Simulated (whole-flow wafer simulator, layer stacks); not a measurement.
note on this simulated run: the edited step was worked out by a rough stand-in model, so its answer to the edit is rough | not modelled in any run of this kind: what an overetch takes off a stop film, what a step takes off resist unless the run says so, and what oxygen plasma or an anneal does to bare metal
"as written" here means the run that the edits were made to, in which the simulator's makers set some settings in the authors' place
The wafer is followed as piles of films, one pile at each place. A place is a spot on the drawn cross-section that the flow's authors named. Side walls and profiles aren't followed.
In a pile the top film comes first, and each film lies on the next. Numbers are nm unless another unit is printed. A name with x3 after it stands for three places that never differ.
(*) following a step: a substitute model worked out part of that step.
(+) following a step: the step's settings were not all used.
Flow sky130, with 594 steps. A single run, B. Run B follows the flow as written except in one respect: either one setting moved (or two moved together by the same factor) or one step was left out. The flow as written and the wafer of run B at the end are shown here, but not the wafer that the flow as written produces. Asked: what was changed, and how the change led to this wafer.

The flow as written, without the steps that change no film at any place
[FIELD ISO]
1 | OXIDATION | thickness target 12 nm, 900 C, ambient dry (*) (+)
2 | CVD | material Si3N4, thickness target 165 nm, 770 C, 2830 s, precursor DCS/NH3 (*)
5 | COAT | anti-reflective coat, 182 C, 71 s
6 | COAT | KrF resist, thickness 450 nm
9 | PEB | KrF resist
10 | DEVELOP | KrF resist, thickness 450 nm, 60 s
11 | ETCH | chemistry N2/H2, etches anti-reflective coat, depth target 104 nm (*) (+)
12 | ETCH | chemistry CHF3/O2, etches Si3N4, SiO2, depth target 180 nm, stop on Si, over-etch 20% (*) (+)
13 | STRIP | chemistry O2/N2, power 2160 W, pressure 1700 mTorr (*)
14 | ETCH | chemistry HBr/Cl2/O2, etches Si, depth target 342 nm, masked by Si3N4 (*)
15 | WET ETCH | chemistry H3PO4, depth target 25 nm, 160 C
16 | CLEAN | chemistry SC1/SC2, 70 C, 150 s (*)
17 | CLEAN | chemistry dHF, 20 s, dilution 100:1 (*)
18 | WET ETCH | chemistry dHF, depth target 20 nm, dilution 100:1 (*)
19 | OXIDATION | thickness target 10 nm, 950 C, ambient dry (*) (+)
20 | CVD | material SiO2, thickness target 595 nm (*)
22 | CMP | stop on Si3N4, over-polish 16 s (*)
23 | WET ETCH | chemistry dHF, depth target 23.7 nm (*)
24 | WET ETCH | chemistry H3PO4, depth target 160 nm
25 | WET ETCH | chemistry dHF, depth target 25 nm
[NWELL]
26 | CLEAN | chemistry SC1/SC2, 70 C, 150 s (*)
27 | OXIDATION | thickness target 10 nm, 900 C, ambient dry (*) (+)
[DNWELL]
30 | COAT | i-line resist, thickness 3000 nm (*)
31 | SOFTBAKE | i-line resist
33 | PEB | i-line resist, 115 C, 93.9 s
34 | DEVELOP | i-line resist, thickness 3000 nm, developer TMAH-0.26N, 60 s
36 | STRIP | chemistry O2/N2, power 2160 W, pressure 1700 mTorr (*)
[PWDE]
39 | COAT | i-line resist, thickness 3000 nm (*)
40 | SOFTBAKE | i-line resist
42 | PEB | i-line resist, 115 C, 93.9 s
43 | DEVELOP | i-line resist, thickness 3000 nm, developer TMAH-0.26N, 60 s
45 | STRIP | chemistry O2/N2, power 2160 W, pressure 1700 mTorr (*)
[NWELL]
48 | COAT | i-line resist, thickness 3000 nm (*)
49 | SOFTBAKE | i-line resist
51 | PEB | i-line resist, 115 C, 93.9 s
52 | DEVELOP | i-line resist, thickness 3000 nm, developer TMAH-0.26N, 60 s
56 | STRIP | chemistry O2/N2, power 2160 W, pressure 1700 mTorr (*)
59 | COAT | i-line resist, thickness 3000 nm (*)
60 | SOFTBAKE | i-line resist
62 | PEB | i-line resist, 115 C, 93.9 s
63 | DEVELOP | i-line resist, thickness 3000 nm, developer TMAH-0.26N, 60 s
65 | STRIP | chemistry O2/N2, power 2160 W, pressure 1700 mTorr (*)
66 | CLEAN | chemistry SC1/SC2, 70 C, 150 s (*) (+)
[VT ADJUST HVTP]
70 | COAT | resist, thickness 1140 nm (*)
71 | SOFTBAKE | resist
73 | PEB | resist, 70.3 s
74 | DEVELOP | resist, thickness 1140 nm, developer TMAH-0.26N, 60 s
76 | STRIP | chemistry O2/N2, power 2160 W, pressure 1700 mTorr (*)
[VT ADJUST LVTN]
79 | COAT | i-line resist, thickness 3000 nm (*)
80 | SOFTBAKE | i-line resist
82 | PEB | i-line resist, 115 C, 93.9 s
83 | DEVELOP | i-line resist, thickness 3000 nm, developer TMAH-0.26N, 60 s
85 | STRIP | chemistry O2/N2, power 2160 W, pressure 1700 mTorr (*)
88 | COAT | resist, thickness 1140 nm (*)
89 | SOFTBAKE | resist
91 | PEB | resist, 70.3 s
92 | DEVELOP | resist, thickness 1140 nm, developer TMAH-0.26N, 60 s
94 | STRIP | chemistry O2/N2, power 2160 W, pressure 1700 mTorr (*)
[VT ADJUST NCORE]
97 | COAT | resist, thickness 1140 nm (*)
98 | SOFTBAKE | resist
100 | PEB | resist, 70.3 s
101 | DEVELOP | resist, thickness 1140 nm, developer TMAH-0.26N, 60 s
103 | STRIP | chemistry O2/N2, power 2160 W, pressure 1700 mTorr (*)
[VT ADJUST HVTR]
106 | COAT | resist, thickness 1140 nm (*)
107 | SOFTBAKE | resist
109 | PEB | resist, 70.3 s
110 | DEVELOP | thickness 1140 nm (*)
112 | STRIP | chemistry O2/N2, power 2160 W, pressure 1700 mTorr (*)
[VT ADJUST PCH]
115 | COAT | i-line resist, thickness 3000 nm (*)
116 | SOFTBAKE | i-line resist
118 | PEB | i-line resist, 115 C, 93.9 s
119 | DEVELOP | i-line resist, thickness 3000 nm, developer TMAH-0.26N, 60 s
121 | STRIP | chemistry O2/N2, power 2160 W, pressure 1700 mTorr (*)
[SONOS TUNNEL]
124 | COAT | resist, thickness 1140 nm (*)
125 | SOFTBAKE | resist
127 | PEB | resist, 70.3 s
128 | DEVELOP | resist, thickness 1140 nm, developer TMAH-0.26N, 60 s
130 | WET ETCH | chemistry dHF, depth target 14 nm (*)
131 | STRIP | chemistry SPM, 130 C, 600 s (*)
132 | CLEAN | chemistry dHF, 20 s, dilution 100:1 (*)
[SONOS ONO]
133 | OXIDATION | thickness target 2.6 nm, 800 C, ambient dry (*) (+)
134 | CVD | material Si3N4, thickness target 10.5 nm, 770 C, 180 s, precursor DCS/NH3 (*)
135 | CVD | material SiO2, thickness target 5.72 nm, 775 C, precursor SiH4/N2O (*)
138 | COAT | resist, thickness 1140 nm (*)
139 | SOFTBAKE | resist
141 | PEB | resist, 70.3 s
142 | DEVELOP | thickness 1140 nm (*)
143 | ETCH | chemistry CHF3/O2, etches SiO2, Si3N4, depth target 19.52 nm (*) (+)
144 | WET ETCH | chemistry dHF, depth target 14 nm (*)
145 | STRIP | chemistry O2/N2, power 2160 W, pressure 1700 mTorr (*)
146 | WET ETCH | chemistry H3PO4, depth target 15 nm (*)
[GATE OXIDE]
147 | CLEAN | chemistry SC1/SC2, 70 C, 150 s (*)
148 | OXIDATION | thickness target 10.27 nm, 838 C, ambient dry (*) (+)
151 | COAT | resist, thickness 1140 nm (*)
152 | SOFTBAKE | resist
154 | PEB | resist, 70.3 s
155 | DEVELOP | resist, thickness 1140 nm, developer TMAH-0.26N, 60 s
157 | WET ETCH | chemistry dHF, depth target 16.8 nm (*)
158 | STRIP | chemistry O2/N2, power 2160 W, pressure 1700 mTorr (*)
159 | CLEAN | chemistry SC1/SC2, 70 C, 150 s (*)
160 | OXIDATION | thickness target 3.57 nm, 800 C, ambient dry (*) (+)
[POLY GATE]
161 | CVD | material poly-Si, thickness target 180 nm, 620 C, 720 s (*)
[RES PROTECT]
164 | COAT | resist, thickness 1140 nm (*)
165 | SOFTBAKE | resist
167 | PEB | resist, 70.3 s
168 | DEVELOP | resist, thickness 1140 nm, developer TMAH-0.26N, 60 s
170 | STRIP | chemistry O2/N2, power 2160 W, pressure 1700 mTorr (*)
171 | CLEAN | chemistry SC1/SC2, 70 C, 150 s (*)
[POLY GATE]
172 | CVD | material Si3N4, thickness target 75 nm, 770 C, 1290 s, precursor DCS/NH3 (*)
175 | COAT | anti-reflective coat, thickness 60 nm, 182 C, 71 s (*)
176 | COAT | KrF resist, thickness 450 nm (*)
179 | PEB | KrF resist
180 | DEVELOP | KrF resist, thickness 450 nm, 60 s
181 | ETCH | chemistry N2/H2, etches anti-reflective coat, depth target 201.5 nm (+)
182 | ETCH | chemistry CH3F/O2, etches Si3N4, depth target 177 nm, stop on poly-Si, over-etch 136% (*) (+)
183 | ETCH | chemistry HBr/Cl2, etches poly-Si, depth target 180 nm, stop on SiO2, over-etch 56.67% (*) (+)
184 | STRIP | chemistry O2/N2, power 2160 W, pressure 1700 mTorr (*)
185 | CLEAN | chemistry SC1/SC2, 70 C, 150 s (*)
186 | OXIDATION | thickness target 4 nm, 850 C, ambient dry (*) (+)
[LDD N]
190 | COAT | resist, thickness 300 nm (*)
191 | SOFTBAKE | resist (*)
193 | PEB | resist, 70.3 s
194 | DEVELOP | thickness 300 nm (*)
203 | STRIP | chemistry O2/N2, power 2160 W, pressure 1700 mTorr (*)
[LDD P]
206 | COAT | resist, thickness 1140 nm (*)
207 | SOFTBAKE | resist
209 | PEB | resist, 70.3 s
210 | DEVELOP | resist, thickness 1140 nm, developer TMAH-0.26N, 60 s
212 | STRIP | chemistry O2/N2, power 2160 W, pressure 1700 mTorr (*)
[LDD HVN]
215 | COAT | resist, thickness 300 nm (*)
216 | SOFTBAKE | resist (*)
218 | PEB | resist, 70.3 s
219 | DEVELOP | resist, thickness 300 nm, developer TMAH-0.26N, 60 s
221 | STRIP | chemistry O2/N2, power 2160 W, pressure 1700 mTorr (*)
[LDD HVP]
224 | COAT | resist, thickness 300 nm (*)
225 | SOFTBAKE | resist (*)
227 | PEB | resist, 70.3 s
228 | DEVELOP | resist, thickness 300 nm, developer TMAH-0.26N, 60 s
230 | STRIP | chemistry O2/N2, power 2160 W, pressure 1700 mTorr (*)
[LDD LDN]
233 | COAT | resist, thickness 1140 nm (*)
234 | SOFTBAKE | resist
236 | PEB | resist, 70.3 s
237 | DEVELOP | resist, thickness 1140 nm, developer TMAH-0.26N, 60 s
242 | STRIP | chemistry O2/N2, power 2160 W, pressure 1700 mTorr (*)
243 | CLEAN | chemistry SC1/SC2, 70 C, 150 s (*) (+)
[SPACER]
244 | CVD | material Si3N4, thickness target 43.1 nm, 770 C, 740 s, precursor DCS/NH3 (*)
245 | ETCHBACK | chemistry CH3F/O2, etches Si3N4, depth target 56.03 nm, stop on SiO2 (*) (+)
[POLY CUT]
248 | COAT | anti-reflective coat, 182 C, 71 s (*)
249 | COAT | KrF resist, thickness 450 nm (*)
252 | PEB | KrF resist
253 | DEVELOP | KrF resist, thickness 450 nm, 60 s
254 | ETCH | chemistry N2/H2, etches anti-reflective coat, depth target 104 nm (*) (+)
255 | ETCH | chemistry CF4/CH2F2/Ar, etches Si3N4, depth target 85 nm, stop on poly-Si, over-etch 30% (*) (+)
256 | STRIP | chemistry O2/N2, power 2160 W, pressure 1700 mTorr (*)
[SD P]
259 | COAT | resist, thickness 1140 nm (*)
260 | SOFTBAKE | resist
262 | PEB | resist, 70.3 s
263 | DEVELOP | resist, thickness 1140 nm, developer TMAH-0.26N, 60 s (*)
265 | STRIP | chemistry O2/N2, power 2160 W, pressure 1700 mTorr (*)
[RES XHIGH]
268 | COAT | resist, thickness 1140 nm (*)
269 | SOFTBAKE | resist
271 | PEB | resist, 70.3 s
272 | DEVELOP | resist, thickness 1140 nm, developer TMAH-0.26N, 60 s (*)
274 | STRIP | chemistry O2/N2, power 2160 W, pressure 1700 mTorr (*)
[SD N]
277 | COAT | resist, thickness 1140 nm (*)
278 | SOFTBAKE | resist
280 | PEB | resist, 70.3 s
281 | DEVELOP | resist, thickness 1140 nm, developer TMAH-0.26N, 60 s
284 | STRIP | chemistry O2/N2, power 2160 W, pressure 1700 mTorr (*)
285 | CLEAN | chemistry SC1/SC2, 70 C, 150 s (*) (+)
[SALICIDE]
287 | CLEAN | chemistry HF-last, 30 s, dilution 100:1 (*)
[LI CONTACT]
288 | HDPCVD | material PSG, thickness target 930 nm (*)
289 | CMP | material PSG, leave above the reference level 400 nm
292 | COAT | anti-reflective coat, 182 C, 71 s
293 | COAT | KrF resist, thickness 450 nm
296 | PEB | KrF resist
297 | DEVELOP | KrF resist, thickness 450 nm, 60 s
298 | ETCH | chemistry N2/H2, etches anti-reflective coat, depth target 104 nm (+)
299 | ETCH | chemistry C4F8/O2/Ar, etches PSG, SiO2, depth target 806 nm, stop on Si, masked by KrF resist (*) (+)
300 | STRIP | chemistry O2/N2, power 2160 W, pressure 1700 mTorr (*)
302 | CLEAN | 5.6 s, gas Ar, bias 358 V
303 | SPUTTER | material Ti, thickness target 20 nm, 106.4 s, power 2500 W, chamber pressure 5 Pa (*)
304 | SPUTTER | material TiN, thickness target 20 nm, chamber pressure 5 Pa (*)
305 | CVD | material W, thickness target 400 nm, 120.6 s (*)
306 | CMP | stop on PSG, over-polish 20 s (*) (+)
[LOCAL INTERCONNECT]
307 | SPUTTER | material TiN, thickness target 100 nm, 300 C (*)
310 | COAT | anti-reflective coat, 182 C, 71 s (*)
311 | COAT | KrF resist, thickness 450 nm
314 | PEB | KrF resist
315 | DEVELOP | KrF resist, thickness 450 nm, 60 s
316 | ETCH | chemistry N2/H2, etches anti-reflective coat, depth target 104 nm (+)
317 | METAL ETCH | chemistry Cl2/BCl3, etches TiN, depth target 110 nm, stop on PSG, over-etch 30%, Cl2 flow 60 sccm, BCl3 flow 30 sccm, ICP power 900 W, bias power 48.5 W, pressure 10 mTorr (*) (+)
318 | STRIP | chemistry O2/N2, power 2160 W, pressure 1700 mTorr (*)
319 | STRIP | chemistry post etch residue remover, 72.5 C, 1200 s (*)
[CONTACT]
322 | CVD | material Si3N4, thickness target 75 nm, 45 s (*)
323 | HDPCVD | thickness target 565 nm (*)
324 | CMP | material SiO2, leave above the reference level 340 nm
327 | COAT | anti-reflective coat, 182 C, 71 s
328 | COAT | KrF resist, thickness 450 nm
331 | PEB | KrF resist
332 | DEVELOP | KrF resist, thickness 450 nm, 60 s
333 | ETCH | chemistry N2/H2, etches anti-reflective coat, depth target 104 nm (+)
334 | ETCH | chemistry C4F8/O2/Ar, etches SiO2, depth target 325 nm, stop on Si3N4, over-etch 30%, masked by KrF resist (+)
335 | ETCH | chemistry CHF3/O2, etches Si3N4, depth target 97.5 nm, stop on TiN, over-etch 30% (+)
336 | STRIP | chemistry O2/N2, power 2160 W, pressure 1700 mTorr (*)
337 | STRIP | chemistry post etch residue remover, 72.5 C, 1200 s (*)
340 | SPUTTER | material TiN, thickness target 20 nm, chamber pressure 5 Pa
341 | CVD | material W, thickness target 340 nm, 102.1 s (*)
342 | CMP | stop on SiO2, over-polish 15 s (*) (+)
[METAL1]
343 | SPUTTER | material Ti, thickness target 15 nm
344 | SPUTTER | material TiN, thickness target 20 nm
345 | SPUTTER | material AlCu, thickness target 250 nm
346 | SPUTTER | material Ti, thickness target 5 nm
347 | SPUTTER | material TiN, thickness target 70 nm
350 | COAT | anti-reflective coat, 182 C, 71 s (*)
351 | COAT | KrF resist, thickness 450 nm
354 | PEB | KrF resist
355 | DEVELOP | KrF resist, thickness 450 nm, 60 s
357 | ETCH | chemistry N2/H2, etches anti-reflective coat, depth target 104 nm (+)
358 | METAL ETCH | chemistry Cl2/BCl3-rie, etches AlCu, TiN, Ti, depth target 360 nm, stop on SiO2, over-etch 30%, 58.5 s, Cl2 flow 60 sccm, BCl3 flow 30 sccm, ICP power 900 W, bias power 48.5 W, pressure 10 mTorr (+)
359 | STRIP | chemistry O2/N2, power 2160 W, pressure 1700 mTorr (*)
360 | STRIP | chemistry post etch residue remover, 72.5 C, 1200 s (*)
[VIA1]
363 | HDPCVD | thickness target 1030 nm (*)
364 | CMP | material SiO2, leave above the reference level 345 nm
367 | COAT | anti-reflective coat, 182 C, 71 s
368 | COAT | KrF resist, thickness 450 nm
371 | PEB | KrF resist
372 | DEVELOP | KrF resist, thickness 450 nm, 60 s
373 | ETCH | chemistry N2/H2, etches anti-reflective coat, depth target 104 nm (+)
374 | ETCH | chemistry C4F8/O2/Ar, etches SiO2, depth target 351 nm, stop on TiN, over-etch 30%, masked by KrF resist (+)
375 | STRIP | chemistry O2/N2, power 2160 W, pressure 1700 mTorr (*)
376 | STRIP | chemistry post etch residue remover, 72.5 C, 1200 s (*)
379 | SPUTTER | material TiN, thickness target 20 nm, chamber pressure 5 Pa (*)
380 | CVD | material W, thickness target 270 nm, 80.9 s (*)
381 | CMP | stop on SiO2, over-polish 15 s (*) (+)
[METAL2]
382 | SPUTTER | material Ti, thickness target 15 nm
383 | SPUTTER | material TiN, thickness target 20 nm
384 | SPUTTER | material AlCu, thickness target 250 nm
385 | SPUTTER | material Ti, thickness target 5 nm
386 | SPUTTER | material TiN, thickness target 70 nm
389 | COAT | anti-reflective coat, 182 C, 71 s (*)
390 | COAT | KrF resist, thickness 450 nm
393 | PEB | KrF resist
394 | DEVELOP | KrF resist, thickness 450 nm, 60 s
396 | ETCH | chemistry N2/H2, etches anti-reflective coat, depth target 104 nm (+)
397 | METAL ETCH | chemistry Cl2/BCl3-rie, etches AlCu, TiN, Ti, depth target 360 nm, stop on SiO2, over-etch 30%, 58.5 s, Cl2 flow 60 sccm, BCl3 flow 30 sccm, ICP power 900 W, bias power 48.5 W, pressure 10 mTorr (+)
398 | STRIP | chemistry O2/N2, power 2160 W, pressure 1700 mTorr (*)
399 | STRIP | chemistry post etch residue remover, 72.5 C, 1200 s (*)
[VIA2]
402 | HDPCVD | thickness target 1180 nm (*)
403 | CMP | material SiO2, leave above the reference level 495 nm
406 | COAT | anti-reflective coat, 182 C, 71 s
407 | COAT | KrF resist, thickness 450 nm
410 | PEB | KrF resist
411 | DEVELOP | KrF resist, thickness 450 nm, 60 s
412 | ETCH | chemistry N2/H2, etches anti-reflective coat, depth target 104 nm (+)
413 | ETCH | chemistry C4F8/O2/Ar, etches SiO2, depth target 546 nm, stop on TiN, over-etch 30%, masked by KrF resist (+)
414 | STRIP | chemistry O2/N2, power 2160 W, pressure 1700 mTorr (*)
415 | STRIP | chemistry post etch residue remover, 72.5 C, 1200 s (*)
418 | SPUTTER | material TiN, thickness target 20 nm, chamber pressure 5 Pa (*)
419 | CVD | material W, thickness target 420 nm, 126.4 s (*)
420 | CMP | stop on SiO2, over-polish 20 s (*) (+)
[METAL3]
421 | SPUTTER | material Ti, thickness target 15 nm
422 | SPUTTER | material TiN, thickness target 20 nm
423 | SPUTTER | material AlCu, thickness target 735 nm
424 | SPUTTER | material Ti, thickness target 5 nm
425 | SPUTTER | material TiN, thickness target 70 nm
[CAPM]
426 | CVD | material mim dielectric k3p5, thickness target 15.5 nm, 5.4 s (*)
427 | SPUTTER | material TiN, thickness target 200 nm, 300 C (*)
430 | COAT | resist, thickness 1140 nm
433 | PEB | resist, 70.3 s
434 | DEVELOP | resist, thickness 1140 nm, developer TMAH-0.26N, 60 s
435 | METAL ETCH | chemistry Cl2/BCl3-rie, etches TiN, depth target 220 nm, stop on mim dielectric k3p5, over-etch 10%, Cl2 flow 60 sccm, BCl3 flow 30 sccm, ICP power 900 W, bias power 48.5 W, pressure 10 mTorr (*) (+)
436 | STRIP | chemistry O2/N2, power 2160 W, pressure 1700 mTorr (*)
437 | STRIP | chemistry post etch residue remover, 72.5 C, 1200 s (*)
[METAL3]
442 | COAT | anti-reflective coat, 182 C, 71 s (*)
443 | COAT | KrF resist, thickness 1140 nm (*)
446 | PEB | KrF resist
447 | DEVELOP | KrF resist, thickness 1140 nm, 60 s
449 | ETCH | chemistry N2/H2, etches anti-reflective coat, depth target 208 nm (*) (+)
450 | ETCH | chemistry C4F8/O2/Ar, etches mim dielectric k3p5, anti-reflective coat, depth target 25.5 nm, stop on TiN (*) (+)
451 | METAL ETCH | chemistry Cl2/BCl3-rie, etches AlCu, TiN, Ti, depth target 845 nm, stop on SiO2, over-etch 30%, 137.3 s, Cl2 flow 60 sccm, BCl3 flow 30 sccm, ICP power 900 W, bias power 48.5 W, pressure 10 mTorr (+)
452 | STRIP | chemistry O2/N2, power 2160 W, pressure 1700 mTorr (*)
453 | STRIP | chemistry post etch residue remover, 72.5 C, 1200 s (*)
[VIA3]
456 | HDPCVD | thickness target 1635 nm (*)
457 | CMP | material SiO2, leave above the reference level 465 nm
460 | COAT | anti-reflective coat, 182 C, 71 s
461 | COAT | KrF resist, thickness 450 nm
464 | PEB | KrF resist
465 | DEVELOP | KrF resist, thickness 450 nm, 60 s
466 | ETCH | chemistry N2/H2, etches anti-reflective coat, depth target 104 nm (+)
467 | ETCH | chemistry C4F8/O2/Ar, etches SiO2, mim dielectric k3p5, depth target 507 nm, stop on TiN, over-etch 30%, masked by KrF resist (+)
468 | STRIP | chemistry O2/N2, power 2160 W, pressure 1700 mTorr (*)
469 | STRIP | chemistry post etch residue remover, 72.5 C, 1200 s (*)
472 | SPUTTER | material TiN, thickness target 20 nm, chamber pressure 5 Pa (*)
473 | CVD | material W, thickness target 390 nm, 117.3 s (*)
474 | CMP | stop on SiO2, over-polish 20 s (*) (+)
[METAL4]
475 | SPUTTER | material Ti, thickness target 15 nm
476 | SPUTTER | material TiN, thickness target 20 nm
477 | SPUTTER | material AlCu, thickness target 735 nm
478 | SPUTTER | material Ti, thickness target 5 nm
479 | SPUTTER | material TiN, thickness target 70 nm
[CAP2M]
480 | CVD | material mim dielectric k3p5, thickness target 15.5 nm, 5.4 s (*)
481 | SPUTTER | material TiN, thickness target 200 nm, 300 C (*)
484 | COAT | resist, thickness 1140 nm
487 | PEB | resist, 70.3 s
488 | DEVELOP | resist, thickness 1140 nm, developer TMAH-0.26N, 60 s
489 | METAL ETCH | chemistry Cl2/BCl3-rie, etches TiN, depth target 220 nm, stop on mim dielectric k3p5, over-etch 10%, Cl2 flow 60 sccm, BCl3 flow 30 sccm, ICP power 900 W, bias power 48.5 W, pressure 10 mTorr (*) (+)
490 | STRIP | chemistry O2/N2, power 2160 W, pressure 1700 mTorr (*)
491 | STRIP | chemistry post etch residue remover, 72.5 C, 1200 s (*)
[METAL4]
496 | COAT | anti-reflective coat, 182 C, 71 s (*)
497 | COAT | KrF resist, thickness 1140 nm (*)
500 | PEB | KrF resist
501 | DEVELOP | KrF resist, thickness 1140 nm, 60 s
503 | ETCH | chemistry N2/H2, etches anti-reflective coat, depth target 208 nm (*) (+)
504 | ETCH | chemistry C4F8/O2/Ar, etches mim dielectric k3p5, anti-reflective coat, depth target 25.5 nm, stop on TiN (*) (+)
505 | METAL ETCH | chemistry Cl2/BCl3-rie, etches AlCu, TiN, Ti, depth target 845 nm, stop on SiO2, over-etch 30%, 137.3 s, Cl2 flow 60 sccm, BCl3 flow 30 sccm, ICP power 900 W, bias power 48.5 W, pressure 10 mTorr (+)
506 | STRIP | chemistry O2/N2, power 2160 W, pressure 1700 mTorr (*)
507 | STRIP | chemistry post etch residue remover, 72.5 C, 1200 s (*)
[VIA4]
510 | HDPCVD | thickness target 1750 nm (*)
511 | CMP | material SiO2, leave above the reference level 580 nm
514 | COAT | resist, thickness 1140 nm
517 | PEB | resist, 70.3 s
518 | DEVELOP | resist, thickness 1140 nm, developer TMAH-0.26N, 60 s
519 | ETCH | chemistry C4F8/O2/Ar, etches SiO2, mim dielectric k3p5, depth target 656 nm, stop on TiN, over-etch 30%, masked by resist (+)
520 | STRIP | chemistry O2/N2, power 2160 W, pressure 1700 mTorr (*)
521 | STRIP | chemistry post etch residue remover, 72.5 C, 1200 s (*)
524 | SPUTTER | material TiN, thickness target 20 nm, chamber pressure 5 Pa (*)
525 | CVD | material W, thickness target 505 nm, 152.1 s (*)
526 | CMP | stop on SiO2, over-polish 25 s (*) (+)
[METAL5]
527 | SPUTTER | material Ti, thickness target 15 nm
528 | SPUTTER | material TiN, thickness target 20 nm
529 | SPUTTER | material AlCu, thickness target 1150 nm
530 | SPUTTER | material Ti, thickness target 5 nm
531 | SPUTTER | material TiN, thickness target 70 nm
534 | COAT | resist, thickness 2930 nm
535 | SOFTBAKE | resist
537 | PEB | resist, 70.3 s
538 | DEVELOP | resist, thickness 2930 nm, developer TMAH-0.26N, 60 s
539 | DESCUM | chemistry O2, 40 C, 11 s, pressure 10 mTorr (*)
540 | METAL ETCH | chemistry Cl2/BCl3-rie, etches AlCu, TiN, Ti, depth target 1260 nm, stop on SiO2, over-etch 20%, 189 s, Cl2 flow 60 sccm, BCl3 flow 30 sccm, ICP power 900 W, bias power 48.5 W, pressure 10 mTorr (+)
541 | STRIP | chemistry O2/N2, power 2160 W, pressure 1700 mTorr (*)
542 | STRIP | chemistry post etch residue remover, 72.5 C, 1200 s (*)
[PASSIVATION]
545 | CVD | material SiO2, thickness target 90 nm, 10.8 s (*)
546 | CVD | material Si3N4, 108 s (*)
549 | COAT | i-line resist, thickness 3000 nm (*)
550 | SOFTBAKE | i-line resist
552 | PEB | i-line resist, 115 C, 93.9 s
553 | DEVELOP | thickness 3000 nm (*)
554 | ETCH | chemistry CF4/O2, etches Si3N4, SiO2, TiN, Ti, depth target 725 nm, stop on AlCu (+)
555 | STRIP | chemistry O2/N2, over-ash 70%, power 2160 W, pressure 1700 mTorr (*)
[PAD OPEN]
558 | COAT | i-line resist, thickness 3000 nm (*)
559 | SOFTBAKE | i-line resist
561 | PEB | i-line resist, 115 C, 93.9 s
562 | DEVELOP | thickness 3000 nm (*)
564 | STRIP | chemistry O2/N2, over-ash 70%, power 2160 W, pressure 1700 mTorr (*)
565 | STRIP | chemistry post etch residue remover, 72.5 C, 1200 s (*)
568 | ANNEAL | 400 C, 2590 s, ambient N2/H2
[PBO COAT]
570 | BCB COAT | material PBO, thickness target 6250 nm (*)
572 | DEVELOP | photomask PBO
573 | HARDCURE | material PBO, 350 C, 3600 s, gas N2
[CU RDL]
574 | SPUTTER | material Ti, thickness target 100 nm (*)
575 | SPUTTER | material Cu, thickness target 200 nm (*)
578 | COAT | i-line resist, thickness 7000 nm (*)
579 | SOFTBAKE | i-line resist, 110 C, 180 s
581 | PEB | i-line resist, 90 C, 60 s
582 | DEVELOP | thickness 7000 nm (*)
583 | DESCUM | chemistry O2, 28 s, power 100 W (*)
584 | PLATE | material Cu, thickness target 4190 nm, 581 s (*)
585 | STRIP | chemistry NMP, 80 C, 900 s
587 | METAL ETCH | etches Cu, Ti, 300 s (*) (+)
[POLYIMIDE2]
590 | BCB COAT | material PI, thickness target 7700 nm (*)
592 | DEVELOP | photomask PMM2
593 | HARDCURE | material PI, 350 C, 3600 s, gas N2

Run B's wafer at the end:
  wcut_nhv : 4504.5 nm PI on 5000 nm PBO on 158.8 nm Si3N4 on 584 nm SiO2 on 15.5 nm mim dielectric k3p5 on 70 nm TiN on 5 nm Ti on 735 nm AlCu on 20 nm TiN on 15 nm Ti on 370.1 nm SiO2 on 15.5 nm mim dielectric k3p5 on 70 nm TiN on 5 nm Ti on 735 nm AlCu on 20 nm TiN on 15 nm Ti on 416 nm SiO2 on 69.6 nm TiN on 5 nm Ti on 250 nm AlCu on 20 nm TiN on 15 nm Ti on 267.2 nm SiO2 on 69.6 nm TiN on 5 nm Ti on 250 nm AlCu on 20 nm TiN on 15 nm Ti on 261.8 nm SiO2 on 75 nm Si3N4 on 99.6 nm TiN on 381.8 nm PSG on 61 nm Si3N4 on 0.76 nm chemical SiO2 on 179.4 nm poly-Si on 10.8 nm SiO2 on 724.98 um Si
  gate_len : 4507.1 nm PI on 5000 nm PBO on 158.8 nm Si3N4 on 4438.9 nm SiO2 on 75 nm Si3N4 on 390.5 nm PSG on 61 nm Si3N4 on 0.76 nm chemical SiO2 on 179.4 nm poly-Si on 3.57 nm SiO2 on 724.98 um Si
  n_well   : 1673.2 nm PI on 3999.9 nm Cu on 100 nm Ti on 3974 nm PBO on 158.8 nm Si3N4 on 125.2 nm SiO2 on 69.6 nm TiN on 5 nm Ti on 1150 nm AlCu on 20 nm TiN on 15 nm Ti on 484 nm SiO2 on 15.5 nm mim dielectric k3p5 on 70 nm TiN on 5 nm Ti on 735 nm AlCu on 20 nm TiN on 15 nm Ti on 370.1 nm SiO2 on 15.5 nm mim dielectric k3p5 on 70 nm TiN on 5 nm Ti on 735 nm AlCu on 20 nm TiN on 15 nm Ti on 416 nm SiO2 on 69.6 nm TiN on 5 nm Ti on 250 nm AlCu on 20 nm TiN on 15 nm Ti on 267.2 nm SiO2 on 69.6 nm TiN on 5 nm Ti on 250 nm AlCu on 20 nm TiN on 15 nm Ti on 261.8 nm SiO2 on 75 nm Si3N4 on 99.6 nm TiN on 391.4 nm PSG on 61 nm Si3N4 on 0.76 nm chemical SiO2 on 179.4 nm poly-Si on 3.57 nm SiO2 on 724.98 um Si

Cause: step 590, BCB COAT: thickness target 6930 nm was run, though the flow has thickness target 7700 nm.

Step by step, how the change led to this:
  590 | BCB COAT | material PI, thickness target 7700 nm (*)
      dice_street, wcut_nhv, wcut_phv and 14 more: +6930 PI (new film) (it would be, as written: +7700 PI (new film))
      gate_len, gate_lvt_sd_len, gate_p_sd_len, gate_p_hvt_sd_len, gate_p_lvt_sd_len, gate_len_250: +6932.6 PI (new film) (it would be, as written: +7702.6 PI (new film))
      (and at 170 other places as well)
  592 | DEVELOP | photomask PMM2
      pad: -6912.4 PI (all of it) (it would be, as written: -7682.4 PI (all of it))
  593 | HARDCURE | material PI, 350 C, 3600 s, gas N2
      dice_street, wcut_nhv, wcut_phv and 25 more: -2425.5 PI (it would be, as written: -2695 PI)
      n_well, p_well, sd_n, sd_p: -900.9 PI (it would be, as written: -1170.4 PI)
      (and at 160 other places as well)
